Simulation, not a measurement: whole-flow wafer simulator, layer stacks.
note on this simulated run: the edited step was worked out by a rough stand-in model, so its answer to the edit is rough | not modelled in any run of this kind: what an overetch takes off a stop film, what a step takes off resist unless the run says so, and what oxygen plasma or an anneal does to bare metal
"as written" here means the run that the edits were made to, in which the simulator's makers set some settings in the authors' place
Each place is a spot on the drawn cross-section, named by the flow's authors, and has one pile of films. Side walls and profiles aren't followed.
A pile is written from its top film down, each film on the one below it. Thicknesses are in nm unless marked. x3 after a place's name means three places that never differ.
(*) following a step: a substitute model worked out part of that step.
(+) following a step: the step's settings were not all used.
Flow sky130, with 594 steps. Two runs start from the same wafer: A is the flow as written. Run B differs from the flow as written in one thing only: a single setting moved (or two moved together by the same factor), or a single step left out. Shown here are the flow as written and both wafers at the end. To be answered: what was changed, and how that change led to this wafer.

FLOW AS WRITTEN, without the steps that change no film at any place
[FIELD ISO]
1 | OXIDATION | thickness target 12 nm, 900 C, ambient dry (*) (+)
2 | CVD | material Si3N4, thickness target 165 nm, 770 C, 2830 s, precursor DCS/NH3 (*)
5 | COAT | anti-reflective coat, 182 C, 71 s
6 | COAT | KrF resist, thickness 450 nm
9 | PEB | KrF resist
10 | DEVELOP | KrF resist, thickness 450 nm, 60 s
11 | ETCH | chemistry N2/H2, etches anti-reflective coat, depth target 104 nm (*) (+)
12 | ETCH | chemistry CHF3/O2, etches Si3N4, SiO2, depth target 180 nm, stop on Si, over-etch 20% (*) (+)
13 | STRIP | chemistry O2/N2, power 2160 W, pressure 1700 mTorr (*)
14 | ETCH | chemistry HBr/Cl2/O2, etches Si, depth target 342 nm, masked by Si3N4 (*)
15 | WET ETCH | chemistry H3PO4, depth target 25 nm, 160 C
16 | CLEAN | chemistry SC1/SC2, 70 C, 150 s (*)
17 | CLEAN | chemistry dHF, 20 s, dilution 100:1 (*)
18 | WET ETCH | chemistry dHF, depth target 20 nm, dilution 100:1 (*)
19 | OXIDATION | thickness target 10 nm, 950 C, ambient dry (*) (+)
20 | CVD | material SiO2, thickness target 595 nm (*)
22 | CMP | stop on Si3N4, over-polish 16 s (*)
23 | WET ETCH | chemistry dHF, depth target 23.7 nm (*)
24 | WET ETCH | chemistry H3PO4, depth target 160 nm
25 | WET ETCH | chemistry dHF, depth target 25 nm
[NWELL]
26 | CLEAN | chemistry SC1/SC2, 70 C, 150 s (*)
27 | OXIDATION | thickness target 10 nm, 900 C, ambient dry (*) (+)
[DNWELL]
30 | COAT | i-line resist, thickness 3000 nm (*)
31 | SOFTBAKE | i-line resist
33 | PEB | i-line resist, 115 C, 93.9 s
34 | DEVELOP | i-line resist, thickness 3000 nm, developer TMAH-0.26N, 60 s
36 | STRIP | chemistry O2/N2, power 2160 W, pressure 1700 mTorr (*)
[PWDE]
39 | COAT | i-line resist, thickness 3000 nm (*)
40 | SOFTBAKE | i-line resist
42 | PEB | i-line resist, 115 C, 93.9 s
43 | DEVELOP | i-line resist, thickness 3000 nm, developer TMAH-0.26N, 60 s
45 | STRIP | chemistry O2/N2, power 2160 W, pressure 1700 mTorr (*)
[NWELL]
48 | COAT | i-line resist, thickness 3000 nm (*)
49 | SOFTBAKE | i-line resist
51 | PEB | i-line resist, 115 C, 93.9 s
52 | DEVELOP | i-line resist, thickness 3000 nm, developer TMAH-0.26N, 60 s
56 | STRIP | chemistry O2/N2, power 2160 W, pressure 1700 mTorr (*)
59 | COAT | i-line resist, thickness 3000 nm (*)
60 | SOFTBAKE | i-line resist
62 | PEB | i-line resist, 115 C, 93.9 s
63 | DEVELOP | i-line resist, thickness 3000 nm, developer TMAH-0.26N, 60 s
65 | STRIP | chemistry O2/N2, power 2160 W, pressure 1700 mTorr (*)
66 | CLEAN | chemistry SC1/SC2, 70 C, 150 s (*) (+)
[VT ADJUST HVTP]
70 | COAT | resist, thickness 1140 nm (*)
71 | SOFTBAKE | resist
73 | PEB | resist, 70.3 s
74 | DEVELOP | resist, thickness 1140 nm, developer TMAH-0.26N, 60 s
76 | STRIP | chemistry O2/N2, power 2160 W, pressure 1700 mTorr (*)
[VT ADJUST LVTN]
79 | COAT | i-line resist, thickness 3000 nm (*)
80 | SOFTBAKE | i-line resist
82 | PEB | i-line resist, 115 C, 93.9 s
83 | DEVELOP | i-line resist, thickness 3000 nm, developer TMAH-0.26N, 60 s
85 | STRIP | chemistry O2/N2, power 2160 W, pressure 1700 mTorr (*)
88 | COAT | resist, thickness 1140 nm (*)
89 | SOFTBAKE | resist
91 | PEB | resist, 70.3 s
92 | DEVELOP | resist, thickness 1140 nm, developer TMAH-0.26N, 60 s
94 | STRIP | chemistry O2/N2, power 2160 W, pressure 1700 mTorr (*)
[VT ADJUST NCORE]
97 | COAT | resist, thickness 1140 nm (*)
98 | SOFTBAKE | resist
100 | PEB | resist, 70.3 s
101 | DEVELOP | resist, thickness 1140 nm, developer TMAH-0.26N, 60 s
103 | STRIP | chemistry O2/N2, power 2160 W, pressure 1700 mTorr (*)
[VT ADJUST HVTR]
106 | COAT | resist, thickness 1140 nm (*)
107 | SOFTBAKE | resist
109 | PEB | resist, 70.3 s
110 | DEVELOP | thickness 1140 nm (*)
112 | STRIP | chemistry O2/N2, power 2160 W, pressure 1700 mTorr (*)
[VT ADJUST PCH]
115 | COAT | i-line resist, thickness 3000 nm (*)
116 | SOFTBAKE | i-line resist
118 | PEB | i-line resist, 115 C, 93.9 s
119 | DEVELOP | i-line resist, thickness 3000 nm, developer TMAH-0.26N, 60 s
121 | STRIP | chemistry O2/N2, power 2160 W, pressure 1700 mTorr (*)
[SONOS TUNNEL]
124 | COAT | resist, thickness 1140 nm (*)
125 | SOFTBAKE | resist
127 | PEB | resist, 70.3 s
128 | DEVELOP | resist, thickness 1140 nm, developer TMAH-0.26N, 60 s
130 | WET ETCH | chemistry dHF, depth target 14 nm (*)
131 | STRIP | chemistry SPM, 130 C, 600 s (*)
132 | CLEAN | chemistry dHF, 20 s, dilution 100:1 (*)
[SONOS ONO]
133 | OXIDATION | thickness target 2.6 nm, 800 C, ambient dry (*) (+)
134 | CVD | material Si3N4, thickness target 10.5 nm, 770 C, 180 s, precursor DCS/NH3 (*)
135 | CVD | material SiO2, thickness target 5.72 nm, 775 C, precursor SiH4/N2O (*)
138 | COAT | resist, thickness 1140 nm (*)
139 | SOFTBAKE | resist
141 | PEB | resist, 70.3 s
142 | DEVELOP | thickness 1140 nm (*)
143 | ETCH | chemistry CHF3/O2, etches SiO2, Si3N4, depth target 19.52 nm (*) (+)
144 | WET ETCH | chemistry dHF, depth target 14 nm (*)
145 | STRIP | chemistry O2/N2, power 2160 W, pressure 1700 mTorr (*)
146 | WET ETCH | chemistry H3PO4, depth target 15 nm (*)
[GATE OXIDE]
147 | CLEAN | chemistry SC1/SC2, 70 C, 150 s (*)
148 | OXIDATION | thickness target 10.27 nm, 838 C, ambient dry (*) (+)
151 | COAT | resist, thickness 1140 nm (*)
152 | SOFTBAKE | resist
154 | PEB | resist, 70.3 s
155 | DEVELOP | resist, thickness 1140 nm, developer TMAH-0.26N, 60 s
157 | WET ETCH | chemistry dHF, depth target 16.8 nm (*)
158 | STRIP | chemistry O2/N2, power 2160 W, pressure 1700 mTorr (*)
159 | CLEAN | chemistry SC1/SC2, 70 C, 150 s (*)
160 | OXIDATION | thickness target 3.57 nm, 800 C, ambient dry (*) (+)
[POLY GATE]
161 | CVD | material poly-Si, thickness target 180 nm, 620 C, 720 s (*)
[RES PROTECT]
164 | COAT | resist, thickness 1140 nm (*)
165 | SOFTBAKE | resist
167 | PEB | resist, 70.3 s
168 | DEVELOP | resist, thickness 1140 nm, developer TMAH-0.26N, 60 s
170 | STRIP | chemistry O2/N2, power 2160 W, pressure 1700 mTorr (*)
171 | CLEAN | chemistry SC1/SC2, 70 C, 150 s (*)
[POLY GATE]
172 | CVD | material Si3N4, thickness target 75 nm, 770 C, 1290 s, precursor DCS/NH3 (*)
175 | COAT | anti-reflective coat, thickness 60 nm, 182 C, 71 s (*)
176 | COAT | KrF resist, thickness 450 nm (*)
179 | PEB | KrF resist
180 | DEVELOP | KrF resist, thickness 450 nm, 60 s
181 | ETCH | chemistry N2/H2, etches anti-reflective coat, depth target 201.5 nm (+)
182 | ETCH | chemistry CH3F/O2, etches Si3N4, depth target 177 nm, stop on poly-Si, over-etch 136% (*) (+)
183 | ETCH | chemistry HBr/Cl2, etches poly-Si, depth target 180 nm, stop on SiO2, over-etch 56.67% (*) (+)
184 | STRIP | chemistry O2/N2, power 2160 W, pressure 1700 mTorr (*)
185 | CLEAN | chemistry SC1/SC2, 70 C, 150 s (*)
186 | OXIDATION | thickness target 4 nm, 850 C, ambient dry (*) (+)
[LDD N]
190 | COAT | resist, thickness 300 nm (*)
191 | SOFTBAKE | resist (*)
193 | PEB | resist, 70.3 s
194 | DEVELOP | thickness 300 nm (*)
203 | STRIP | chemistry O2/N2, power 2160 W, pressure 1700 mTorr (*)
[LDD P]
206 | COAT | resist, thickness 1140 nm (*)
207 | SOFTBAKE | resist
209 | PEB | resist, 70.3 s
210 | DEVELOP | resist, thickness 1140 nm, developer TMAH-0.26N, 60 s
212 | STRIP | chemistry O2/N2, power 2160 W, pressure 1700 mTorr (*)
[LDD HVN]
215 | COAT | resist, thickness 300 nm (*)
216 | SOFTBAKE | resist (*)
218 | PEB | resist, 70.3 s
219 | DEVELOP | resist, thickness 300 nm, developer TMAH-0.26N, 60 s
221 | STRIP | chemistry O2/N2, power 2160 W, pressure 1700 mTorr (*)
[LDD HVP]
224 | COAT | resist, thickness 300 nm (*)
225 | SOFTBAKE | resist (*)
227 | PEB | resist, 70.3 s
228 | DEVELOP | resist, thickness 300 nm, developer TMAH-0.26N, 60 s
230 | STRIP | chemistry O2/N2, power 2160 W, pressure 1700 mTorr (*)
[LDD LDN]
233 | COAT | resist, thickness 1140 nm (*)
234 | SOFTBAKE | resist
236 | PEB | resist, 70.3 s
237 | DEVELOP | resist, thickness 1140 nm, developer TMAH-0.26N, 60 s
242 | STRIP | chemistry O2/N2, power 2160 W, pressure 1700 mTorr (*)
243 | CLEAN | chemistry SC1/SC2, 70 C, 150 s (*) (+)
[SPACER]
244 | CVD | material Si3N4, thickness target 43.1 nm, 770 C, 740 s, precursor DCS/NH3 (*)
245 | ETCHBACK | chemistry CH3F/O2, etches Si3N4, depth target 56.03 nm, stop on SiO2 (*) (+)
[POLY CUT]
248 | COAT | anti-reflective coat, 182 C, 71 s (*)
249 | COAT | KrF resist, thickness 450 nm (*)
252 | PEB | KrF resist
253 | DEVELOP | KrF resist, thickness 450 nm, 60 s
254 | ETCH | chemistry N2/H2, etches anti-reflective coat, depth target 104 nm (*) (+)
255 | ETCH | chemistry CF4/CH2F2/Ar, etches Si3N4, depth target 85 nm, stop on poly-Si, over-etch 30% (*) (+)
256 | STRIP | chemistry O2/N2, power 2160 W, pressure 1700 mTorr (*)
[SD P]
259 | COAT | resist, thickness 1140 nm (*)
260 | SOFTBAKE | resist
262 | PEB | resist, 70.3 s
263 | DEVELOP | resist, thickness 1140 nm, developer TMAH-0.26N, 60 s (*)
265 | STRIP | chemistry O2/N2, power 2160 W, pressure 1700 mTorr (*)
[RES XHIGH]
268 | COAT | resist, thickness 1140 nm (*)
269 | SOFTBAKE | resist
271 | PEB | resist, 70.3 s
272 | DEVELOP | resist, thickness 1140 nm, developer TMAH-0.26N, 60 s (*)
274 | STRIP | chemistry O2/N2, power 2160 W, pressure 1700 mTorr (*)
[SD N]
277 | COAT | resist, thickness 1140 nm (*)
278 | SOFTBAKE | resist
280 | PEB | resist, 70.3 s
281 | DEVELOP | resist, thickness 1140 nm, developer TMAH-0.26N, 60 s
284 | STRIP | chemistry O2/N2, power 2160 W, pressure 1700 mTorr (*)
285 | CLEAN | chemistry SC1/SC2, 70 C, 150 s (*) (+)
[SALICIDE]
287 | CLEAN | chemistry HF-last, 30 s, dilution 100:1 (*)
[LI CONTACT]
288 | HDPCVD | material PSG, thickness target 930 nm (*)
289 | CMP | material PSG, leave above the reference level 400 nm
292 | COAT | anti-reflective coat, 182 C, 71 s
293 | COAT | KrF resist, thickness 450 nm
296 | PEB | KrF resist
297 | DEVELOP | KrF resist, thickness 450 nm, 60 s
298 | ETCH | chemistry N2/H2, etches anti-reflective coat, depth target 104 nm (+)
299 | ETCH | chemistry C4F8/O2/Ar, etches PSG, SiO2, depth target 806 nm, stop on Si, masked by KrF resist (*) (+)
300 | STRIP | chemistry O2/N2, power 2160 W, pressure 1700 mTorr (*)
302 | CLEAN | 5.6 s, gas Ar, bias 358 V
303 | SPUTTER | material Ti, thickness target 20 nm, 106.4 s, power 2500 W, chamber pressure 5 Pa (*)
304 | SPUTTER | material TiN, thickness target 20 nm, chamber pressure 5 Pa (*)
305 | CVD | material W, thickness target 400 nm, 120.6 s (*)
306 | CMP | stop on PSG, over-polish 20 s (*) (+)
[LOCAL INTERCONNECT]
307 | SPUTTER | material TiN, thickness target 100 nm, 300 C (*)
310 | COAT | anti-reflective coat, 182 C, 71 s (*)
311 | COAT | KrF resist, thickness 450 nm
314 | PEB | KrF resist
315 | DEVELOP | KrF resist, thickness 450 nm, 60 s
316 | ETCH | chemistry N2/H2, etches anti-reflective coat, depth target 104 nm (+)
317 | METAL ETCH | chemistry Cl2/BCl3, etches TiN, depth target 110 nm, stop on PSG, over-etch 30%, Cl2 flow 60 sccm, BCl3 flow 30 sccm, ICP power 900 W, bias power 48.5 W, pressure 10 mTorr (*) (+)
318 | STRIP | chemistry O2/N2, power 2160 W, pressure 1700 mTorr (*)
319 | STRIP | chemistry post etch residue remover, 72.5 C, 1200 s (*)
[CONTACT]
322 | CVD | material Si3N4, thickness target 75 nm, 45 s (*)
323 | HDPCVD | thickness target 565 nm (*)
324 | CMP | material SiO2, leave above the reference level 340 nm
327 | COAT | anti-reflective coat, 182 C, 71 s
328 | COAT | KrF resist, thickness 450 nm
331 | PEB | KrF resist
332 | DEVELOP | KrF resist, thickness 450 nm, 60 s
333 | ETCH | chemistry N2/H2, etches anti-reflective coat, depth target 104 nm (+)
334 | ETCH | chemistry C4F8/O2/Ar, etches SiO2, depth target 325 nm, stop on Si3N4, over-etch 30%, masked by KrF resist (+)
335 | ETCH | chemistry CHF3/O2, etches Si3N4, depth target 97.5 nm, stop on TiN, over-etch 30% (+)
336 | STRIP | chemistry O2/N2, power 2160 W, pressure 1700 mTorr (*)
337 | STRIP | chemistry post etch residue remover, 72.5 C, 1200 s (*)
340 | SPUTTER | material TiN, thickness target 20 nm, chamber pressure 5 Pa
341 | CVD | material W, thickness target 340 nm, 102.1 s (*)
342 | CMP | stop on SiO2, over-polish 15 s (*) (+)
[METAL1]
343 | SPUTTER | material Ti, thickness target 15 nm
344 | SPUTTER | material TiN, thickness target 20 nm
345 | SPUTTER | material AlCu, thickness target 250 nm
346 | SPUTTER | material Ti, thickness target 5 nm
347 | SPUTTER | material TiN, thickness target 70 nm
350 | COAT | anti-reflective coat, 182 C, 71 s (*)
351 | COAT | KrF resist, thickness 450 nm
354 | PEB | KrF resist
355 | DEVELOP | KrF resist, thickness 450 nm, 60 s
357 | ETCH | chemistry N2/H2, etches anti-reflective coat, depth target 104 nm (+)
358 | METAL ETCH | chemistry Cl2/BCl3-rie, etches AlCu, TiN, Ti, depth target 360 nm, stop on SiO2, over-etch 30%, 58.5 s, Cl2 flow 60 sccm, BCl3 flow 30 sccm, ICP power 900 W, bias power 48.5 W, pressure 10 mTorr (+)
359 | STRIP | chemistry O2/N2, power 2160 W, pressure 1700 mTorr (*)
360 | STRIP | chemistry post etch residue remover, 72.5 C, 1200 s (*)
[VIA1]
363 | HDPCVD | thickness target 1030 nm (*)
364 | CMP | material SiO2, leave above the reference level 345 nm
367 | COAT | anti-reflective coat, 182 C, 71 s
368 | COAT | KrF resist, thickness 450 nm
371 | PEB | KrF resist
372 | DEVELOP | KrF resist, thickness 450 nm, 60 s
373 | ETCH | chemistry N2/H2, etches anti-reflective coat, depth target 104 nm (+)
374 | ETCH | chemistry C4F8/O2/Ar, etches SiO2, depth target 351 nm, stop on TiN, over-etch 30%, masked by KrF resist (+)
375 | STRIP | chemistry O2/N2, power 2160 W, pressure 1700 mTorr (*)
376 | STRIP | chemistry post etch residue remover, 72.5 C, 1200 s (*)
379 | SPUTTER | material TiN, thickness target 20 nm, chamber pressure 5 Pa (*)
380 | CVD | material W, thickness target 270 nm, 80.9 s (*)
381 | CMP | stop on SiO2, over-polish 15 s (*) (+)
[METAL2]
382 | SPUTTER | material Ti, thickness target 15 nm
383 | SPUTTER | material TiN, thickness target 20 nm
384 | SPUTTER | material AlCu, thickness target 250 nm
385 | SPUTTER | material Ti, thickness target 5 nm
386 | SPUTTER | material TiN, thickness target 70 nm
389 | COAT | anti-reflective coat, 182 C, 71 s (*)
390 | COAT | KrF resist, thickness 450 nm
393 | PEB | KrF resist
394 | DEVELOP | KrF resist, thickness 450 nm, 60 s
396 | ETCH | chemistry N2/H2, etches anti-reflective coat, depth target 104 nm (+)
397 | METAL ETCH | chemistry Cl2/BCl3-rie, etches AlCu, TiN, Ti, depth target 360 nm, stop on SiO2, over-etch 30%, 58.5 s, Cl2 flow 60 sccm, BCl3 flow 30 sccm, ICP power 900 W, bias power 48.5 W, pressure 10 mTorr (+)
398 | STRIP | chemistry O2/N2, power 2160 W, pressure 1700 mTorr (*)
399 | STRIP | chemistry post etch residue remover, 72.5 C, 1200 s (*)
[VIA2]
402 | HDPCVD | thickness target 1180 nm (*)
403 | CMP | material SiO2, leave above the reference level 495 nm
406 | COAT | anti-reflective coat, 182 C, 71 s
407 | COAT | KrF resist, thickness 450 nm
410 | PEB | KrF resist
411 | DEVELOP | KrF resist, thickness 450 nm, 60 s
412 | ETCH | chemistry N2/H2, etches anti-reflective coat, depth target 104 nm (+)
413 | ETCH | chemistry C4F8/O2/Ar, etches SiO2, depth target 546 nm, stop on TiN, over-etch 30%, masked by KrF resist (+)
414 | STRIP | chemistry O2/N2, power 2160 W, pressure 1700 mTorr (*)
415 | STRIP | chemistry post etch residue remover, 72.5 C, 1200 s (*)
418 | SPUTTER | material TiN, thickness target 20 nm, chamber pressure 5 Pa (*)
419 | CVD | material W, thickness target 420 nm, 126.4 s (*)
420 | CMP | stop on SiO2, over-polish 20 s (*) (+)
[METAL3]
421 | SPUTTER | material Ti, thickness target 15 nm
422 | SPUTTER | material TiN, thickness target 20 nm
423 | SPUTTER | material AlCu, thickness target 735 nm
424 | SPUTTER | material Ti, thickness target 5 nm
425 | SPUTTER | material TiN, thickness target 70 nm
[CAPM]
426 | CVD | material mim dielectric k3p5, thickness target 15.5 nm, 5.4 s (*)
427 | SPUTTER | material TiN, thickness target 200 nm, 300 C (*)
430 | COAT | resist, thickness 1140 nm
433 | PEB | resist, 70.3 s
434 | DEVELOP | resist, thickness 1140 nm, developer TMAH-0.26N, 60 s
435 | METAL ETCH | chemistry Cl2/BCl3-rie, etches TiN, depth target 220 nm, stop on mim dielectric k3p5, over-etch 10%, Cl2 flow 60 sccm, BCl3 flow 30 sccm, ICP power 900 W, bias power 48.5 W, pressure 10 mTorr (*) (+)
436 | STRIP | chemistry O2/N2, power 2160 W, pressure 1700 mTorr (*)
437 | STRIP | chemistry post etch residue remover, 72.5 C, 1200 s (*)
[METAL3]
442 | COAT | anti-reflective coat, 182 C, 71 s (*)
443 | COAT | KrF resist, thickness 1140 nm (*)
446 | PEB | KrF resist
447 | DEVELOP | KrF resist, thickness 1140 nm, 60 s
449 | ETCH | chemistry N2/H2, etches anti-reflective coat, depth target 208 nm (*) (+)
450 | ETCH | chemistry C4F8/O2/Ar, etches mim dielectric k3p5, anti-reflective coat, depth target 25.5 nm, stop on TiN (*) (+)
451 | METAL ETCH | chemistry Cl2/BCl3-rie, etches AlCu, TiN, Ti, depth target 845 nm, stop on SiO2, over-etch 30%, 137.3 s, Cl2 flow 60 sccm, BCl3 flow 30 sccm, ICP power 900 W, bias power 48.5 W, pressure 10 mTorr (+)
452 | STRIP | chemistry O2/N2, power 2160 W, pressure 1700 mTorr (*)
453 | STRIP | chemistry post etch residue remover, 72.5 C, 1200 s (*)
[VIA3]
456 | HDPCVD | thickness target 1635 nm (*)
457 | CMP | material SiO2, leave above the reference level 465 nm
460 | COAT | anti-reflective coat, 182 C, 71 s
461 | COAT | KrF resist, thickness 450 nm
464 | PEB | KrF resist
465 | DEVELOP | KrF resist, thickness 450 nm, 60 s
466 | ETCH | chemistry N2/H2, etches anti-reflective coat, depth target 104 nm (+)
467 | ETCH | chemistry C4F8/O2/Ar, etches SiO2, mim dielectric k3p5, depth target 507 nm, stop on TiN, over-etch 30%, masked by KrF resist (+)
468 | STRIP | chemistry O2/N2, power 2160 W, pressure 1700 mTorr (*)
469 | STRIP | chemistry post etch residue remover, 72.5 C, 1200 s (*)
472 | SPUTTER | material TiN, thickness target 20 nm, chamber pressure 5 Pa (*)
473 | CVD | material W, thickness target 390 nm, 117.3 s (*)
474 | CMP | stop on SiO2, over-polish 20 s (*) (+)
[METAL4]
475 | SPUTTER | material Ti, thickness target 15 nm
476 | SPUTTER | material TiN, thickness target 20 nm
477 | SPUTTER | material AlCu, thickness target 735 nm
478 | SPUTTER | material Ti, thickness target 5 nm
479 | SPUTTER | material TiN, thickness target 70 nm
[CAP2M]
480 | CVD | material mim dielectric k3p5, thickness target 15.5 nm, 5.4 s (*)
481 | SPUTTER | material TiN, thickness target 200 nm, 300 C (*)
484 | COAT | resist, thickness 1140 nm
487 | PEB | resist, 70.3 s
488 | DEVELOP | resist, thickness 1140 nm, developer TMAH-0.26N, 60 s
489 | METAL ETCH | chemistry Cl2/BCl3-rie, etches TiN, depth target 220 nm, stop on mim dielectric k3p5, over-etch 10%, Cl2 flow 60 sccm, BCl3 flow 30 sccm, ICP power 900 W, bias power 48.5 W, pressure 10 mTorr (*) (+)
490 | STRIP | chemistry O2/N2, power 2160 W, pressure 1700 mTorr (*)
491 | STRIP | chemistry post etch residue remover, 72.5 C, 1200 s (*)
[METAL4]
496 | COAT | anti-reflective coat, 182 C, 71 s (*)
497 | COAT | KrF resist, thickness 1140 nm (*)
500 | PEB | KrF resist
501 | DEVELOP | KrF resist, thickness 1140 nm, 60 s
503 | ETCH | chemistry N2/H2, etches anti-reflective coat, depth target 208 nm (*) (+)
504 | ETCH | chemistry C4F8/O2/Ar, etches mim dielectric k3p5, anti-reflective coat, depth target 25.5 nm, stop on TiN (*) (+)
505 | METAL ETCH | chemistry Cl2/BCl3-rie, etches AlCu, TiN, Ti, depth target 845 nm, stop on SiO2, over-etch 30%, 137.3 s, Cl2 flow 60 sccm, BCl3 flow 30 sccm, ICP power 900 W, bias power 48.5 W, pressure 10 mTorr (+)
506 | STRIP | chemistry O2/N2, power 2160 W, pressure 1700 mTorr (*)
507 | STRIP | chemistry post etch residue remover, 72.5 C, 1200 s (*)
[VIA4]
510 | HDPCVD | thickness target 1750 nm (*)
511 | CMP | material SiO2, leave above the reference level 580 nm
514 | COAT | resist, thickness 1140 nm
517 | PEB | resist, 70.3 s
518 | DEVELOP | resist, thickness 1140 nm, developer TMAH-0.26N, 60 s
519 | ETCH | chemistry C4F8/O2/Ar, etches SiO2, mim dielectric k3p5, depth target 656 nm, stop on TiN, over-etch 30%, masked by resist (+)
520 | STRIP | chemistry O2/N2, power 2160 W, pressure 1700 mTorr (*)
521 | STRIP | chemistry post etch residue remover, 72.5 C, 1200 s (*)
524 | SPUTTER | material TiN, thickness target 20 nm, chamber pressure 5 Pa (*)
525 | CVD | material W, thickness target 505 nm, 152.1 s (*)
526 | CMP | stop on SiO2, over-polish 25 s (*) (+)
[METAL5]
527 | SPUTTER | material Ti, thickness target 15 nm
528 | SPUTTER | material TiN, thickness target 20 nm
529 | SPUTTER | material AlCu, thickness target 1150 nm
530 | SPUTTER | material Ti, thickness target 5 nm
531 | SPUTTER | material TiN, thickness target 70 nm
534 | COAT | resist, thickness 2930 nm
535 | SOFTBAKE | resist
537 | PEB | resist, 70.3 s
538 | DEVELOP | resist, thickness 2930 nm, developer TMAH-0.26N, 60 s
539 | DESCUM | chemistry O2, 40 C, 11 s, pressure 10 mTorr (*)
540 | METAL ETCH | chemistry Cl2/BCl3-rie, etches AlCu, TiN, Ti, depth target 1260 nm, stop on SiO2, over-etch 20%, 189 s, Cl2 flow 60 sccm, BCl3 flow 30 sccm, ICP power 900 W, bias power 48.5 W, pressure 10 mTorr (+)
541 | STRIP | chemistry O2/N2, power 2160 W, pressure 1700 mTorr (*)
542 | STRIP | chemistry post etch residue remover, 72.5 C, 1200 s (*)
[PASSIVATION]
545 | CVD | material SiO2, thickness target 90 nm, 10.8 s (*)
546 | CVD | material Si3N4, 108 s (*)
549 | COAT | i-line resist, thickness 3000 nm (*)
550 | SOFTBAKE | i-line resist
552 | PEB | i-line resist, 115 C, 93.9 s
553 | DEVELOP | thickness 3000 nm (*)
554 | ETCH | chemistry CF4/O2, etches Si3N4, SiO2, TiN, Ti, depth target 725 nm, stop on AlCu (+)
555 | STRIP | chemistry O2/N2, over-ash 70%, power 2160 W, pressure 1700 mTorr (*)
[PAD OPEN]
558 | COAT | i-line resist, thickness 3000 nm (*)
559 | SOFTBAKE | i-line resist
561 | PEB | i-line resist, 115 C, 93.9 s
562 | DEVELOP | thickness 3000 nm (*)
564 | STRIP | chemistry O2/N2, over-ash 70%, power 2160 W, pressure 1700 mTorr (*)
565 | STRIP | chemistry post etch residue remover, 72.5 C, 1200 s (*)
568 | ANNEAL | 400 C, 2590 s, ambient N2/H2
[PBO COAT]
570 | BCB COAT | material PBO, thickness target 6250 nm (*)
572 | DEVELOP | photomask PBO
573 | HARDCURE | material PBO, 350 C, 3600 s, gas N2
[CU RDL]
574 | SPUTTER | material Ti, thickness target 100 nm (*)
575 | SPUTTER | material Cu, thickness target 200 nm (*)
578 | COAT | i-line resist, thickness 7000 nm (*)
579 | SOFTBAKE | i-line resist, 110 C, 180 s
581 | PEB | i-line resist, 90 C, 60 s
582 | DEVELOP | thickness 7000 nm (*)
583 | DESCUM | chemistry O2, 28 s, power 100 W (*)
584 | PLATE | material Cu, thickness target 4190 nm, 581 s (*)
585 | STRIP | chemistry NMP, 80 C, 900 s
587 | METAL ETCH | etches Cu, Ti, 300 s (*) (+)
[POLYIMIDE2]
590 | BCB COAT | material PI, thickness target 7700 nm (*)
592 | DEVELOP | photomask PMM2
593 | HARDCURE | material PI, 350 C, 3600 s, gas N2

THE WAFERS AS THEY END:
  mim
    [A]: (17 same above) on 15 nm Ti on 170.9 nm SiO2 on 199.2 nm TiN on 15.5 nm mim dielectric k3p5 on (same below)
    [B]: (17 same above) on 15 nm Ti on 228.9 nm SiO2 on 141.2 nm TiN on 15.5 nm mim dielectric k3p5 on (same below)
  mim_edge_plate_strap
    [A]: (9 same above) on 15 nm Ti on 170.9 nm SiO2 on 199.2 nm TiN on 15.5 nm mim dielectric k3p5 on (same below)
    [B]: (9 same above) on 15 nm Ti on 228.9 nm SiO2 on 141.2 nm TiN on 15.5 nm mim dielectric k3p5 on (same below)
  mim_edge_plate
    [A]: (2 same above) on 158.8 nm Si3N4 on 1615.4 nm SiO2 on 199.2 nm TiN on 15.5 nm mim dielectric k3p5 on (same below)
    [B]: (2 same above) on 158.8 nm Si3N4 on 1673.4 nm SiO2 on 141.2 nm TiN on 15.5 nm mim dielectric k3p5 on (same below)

The reason: step 427, SPUTTER: thickness target 142 nm was run, whereas the flow has thickness target 200 nm.

How this came from the change, step by step:
  427 | SPUTTER | material TiN, thickness target 200 nm, 300 C (*)
      field, active, n_well and 188 more: A +200 TiN (new film) | B +142 TiN (new film)
  435 | METAL ETCH | chemistry Cl2/BCl3-rie, etches TiN, depth target 220 nm, stop on mim dielectric k3p5, over-etch 10%, Cl2 flow 60 sccm, BCl3 flow 30 sccm, ICP power 900 W, bias power 48.5 W, pressure 10 mTorr (*) (+)
      field, active, n_well and 185 more: A -200 TiN (all of it) | B -142 TiN (all of it)
      mim, mim_edge_plate_strap, mim_edge_plate: A -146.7 resist | B -104.1 resist
  436 | STRIP | chemistry O2/N2, power 2160 W, pressure 1700 mTorr (*)
      mim, mim_edge_plate_strap, mim_edge_plate: A -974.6 resist (all of it) | B -1017.1 resist (all of it)
  442 | COAT | anti-reflective coat, 182 C, 71 s (*)
      rpm_encl, rpm_encl_psd, rpm_encl_urpm: A +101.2 anti-reflective coat (new film) | B +103.8 anti-reflective coat (new film)
      poly_licon, rpo_hd_licon: A +57.6 anti-reflective coat (new film) | B +73.4 anti-reflective coat (new film)
      (and at 7 other places as well)
  443 | COAT | KrF resist, thickness 1140 nm (*)
      mim_edge_plate_strap, mim_edge_plate: A +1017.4 KrF resist (new film) | B +1075.4 KrF resist (new film)
      mim: A +1025.5 KrF resist (new film) | B +1076.1 KrF resist (new film)
      (and at 1 other place as well)
  449 | ETCH | chemistry N2/H2, etches anti-reflective coat, depth target 208 nm (*) (+)
      rpm_encl, rpm_encl_psd, rpm_encl_urpm: A -101.2 anti-reflective coat (all of it) | B -103.8 anti-reflective coat (all of it)
      poly_licon, rpo_hd_licon: A -57.6 anti-reflective coat (all of it) | B -73.4 anti-reflective coat (all of it)
      (and at 3 other places as well)
  452 | STRIP | chemistry O2/N2, power 2160 W, pressure 1700 mTorr (*)
      mim_edge_plate_strap, mim_edge_plate: A -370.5 KrF resist (all of it), -3 anti-reflective coat (all of it) | B -428.4 KrF resist (all of it), -3 anti-reflective coat (all of it)
      mim: A -378.7 KrF resist (all of it), -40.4 anti-reflective coat (all of it) | B -429.1 KrF resist (all of it), -30.1 anti-reflective coat (all of it)
      (and at 3 other places as well)
  457 | CMP | material SiO2, leave above the reference level 465 nm
      mim, mim_edge_plate_strap, mim_edge_plate: A -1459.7 SiO2 | B -1401.7 SiO2
